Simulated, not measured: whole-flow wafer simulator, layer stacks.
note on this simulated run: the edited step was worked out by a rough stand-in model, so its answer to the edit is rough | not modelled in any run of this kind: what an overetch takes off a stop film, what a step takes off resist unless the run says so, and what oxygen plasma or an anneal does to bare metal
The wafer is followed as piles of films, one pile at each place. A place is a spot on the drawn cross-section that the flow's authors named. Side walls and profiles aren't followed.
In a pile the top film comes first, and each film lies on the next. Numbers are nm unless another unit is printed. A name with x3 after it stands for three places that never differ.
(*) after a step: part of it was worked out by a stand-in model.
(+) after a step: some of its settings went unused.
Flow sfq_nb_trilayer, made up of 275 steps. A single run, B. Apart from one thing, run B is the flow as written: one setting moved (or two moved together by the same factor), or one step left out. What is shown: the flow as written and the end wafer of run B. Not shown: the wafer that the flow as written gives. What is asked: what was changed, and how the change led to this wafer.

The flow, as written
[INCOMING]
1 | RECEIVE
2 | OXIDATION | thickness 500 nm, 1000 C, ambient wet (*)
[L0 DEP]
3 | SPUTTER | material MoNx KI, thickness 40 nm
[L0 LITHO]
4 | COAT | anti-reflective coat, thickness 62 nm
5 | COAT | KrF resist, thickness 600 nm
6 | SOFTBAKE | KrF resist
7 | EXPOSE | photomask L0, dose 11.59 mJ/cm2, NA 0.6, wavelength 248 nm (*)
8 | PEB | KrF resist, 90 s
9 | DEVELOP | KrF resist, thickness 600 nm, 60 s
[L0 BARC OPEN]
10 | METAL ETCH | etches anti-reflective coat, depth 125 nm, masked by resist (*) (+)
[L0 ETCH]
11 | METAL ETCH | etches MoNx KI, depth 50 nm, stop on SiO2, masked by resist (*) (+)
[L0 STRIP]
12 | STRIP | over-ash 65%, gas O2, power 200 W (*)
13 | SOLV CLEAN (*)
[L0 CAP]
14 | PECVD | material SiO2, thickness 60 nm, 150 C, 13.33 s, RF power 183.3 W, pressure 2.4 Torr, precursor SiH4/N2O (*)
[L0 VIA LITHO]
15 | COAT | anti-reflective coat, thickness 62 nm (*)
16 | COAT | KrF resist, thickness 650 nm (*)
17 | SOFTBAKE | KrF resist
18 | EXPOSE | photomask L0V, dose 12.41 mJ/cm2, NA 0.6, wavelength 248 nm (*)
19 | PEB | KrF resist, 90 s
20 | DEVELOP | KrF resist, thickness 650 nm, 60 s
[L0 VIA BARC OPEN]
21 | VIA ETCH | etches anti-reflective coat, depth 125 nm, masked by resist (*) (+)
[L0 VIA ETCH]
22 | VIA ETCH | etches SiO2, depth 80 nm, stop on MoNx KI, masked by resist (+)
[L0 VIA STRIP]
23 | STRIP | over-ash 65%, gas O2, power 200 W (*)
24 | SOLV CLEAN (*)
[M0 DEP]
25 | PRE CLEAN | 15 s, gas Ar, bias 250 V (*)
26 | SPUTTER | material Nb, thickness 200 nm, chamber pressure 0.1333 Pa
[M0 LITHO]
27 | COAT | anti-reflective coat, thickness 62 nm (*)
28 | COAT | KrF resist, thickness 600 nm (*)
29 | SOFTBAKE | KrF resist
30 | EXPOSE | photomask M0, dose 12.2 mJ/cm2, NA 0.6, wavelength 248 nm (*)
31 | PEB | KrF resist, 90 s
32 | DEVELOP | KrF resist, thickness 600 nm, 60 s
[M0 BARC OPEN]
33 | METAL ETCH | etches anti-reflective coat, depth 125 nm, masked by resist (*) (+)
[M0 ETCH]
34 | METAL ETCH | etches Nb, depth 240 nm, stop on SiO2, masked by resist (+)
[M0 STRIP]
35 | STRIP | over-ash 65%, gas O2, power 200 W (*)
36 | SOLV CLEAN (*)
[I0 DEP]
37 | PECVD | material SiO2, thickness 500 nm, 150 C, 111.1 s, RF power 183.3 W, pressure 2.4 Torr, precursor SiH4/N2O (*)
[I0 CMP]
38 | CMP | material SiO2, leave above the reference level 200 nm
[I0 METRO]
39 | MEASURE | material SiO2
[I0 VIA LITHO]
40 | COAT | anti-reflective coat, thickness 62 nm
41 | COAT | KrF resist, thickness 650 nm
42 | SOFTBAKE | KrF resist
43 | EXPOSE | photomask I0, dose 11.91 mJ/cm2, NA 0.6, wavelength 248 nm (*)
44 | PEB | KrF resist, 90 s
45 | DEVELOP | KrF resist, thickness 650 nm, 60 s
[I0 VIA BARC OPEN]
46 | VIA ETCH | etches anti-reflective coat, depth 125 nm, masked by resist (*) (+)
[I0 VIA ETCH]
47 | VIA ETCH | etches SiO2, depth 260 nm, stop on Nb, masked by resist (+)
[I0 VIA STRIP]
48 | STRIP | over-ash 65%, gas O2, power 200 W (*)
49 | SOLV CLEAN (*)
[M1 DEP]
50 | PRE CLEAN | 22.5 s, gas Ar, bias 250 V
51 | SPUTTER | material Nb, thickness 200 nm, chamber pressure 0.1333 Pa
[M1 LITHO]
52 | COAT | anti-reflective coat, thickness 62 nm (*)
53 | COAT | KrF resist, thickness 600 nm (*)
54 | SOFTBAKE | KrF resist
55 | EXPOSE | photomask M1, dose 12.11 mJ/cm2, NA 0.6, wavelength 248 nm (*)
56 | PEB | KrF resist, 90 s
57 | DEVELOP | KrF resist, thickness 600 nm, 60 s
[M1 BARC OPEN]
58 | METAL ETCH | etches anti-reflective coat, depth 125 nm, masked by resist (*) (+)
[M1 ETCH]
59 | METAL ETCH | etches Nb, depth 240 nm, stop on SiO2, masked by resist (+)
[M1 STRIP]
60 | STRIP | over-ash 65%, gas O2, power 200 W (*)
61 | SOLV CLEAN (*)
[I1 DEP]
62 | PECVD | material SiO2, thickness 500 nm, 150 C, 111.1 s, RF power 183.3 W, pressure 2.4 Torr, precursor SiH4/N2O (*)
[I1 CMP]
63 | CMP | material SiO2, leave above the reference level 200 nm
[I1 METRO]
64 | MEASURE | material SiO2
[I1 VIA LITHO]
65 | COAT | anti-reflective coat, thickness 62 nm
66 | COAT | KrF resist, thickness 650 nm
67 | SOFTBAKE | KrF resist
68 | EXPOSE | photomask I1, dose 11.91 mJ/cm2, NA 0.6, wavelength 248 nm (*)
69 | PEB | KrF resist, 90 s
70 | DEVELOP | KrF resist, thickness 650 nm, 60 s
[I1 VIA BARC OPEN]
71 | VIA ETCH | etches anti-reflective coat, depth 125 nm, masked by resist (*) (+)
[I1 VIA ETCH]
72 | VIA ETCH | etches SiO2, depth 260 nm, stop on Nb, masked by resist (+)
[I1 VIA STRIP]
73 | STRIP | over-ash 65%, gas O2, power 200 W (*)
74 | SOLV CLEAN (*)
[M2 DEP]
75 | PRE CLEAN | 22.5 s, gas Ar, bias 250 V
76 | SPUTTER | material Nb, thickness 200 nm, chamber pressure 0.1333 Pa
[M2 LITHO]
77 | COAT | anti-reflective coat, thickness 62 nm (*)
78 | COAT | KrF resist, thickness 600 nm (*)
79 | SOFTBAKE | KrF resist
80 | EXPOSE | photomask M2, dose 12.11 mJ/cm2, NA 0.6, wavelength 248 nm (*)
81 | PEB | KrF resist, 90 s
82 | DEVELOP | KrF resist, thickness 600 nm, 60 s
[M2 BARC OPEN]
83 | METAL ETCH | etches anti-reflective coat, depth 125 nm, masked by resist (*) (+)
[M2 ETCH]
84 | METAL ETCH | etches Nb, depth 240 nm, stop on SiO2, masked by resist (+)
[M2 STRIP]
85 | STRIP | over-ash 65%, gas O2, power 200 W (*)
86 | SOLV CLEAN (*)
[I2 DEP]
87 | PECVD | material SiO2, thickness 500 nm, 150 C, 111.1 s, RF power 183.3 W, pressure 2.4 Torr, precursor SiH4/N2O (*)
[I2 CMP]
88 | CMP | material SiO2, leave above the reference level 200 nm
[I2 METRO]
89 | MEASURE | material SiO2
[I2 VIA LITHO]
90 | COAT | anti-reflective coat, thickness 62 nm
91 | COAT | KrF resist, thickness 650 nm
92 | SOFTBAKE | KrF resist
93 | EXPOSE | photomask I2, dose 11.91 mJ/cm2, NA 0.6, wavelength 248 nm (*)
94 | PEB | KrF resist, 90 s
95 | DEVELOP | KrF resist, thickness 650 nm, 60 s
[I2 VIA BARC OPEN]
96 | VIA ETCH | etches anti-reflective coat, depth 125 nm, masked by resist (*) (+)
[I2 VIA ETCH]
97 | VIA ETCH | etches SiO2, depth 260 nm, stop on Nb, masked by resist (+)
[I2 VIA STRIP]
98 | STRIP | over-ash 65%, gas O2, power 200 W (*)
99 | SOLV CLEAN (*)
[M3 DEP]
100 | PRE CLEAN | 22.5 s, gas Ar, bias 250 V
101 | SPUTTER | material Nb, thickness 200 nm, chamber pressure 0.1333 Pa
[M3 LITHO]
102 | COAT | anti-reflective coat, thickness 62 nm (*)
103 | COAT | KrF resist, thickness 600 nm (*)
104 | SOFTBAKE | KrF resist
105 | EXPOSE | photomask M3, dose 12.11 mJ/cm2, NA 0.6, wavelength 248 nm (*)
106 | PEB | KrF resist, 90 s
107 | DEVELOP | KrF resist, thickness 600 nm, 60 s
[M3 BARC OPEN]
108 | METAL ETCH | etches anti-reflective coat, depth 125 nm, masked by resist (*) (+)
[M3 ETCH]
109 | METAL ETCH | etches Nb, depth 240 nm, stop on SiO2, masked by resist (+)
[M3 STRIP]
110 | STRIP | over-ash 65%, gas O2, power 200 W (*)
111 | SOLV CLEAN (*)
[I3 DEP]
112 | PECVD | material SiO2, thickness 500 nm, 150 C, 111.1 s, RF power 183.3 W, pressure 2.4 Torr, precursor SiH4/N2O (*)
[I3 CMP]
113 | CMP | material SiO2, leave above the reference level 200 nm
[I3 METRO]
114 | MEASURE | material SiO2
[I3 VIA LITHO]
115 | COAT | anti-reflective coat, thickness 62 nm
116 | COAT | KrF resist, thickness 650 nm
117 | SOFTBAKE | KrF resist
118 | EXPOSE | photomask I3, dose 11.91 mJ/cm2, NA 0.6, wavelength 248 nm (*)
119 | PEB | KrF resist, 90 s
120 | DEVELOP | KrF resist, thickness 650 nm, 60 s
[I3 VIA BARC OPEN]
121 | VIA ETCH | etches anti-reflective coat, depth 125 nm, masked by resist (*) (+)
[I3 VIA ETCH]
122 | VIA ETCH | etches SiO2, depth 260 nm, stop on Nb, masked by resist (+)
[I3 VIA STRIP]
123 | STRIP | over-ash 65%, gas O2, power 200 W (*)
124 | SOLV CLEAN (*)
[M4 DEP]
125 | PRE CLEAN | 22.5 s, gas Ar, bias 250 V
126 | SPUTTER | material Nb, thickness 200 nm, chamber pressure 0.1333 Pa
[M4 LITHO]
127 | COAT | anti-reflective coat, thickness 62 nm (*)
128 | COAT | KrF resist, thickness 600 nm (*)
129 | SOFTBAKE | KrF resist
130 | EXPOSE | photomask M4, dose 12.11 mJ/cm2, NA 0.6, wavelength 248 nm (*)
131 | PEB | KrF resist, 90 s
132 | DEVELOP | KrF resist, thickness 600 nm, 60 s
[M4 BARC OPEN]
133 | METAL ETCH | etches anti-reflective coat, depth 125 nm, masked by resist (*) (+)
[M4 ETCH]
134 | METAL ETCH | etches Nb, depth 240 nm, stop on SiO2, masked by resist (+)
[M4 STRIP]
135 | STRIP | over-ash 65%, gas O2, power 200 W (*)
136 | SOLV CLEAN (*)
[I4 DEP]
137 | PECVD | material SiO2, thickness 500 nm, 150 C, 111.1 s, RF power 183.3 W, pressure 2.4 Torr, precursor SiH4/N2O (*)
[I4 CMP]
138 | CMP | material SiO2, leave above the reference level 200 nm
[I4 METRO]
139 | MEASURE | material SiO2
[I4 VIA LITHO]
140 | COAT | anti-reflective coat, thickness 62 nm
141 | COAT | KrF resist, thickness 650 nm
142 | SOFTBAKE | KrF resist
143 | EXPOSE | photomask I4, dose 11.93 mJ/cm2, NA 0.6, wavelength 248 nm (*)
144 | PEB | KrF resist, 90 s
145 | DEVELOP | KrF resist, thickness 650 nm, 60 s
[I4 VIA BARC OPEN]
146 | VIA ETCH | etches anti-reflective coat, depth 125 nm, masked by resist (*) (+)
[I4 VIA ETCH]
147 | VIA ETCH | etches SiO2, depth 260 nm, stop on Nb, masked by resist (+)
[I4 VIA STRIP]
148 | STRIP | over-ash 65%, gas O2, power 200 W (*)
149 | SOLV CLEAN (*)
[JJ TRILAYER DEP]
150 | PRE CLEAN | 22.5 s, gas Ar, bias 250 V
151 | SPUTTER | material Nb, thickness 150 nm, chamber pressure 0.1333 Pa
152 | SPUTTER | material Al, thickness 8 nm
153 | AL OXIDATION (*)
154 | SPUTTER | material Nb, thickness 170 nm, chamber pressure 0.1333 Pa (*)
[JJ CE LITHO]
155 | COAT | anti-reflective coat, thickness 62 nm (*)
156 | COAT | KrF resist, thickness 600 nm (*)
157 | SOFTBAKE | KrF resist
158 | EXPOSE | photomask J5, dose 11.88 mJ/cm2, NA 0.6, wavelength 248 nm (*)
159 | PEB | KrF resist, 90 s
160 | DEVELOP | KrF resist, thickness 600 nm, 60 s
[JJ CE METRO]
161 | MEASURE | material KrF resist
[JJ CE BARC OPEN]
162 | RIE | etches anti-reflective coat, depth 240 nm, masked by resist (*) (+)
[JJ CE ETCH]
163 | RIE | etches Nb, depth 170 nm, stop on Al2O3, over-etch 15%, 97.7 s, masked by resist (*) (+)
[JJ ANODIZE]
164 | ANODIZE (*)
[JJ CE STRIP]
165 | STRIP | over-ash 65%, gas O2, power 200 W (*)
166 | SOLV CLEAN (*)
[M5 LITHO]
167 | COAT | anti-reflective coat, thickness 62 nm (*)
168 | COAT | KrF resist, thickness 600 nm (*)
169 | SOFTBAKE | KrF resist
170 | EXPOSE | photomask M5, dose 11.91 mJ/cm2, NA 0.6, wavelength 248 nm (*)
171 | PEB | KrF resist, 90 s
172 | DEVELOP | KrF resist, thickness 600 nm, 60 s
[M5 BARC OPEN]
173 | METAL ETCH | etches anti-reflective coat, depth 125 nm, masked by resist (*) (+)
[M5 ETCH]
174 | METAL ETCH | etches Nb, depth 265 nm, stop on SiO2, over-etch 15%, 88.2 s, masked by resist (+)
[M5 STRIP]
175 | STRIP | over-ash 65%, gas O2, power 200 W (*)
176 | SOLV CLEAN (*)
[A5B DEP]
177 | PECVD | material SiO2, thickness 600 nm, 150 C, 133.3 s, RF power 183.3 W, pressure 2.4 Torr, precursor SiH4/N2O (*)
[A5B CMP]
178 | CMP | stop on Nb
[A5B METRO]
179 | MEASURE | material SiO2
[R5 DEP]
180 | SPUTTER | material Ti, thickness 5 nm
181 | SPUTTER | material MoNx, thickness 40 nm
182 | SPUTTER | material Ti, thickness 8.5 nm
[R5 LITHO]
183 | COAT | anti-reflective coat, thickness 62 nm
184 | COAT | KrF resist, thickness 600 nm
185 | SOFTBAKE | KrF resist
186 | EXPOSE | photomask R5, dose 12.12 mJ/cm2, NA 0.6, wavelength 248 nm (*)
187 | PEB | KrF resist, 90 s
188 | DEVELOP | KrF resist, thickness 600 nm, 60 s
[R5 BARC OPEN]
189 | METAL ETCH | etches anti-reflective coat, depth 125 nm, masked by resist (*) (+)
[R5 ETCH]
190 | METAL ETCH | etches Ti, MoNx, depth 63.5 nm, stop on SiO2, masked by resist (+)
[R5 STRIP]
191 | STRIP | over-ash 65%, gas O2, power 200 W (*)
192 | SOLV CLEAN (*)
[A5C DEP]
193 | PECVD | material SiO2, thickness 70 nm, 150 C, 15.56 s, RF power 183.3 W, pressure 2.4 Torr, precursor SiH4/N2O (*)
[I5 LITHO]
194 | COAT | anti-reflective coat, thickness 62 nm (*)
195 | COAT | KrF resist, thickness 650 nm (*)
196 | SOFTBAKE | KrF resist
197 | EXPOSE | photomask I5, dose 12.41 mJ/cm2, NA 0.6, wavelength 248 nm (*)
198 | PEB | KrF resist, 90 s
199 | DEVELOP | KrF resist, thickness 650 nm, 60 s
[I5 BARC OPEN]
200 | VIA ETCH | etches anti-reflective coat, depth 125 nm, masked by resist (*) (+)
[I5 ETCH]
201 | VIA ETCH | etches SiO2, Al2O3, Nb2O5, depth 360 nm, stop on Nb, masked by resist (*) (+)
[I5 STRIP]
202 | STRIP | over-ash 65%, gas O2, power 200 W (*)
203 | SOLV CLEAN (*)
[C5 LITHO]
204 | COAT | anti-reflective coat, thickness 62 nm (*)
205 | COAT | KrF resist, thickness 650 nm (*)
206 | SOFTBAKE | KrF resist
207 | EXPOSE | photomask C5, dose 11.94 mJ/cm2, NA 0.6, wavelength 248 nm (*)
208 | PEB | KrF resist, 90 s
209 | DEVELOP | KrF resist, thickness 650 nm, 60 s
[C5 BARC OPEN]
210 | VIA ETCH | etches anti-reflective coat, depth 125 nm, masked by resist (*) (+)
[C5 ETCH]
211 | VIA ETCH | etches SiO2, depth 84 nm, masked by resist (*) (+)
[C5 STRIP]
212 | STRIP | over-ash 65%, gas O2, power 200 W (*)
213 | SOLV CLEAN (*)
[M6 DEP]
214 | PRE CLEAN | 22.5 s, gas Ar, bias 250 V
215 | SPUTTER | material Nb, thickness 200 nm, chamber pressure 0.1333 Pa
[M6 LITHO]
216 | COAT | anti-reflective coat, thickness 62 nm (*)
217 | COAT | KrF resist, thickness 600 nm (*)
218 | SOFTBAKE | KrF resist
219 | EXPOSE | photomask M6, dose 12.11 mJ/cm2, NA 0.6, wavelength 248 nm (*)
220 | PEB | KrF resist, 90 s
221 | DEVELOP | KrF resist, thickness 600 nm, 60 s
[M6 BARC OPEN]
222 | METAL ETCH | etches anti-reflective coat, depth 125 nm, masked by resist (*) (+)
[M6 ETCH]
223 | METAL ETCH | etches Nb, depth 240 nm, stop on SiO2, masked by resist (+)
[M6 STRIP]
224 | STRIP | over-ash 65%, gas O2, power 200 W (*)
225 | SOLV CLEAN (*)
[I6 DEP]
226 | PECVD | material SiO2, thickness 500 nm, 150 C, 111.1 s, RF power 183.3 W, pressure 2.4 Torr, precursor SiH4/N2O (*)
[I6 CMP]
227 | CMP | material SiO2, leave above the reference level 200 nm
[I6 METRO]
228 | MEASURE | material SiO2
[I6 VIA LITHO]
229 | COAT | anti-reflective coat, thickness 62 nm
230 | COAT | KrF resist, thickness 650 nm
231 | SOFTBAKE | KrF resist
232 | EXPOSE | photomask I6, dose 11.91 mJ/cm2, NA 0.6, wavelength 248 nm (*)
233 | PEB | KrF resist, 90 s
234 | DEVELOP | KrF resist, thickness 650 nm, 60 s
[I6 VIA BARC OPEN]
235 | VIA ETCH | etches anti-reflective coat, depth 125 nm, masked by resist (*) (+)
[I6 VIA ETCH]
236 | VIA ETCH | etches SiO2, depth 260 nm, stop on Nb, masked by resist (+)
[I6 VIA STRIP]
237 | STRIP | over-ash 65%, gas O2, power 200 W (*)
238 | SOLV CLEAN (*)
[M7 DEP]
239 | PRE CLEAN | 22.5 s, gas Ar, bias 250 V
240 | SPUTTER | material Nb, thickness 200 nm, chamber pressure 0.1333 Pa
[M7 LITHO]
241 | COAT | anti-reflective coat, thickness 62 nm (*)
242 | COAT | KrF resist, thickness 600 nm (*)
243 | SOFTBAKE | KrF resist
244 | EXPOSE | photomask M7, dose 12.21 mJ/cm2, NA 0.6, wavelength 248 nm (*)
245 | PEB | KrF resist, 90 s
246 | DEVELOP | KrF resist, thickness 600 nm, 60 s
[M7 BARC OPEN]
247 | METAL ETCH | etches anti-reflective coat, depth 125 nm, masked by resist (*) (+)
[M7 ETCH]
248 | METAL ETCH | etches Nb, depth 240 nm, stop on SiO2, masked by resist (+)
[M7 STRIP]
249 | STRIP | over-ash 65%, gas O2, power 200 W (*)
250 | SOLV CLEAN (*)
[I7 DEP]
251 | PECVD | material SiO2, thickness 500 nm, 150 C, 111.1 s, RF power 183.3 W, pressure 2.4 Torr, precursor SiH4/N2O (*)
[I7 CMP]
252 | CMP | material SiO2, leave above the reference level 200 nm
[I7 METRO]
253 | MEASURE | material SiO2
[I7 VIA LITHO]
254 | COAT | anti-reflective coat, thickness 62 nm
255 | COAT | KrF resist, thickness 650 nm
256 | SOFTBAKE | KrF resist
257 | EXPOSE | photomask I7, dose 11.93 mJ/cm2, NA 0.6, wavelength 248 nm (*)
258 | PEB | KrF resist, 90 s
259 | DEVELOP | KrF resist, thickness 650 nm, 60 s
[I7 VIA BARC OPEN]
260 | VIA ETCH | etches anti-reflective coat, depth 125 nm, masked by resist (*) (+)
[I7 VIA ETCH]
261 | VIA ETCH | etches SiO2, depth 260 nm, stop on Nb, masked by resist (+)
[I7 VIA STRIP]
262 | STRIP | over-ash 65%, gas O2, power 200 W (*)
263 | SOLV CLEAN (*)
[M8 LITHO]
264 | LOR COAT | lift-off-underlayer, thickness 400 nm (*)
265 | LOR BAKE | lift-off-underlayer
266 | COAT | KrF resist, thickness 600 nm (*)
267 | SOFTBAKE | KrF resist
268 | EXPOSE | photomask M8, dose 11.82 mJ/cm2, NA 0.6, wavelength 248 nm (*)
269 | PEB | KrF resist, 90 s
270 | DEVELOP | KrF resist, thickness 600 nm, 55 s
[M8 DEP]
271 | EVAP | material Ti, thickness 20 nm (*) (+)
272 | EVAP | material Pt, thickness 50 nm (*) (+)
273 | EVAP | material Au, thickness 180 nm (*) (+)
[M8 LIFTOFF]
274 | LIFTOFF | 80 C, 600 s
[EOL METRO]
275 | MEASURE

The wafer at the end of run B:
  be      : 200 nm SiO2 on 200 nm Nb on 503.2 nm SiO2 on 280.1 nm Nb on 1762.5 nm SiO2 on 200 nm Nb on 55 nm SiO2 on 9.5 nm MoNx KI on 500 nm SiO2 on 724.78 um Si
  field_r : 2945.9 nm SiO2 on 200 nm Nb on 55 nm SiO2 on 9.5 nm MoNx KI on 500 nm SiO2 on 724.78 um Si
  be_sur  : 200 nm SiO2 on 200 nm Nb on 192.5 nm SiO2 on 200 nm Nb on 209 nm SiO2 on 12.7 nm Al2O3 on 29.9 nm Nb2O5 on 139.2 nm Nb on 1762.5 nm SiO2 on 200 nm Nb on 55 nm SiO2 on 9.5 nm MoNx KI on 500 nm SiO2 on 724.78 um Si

Cause: step 11, METAL ETCH: depth 30.5 nm was run, though the flow has depth 50 nm.

How this came from the change, step by step:
  11 | METAL ETCH | etches MoNx KI, depth 50 nm, stop on SiO2, masked by resist (*) (+)
      v_sur, via_wl, via_w and 97 more: -30.5 MoNx KI (as written it would have been: -40 MoNx KI (all of it))
      field_l, l0_sur, l0v, l0r_line_l, l0r_line_c, l0r_line_r: -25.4 KrF resist (as written it would have been: -41.7 KrF resist)
  12 | STRIP | over-ash 65%, gas O2, power 200 W (*)
      field_l, l0_sur, l0v, l0r_line_l, l0r_line_c, l0r_line_r: -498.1 KrF resist (all of it), -62 anti-reflective coat (all of it) (as written it would have been: -481.9 KrF resist (all of it), -62 anti-reflective coat (all of it))
  14 | PECVD | material SiO2, thickness 60 nm, 150 C, 13.33 s, RF power 183.3 W, pressure 2.4 Torr, precursor SiH4/N2O (*)
      v_sur, via_wl, via_w and 97 more: +60 SiO2 (new film) (as written it would have been: +60 SiO2)
  15 | COAT | anti-reflective coat, thickness 62 nm (*)
      v_sur: +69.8 anti-reflective coat (new film) (as written it would have been: +72.2 anti-reflective coat (new film))
      lsp_r: +66.7 anti-reflective coat (new film) (as written it would have been: +68.1 anti-reflective coat (new film))
      (also at 2 further places)
  23 | STRIP | over-ash 65%, gas O2, power 200 W (*)
      v_sur: -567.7 KrF resist (all of it), -69.8 anti-reflective coat (all of it) (as written it would have been: -570.5 KrF resist (all of it), -72.2 anti-reflective coat (all of it))
      lsp_r: -569.5 KrF resist (all of it), -66.7 anti-reflective coat (all of it) (as written it would have been: -572.6 KrF resist (all of it), -68.1 anti-reflective coat (all of it))
      (also at 2 further places)
  27 | COAT | anti-reflective coat, thickness 62 nm (*)
      v_sur: +70 anti-reflective coat (new film) (as written it would have been: +72.3 anti-reflective coat (new film))
      lsp_r: +66.3 anti-reflective coat (new film) (as written it would have been: +67.8 anti-reflective coat (new film))
      (also at 2 further places)
  35 | STRIP | over-ash 65%, gas O2, power 200 W (*)
      v_sur: -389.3 KrF resist (all of it), -70 anti-reflective coat (all of it) (as written it would have been: -391.6 KrF resist (all of it), -72.3 anti-reflective coat (all of it))
      lsp_r: -386.9 KrF resist (all of it), -66.3 anti-reflective coat (all of it) (as written it would have been: -389.8 KrF resist (all of it), -67.8 anti-reflective coat (all of it))
      (also at 2 further places)
  38 | CMP | material SiO2, leave above the reference level 200 nm
      field_l, l0_sur, l0r_line_l, l0r_line_c, l0r_line_r: -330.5 SiO2 (as written it would have been: -340 SiO2)
      l0v: -268.3 SiO2 (as written it would have been: -277.8 SiO2)
If metal films that touch count as one body, be has 4 bodies (between them, from the top down: SiO2 503.2; SiO2 1762.5; SiO2 55); the flow as written gives 3 bodies (between them, from the top down: SiO2 503.2; SiO2 1762.5).
If metal films that touch count as one body, field_r has 2 bodies (between them, from the top down: SiO2 55); the flow as written gives 1 body.
If metal films that touch count as one body, be_sur has 5 bodies (between them, from the top down: SiO2 192.5; SiO2 209 / Al2O3 12.7 / Nb2O5 29.9; SiO2 1762.5; SiO2 55); the flow as written gives 4 bodies (between them, from the top down: SiO2 192.5; SiO2 209 / Al2O3 12.7 / Nb2O5 29.9; SiO2 1762.5).
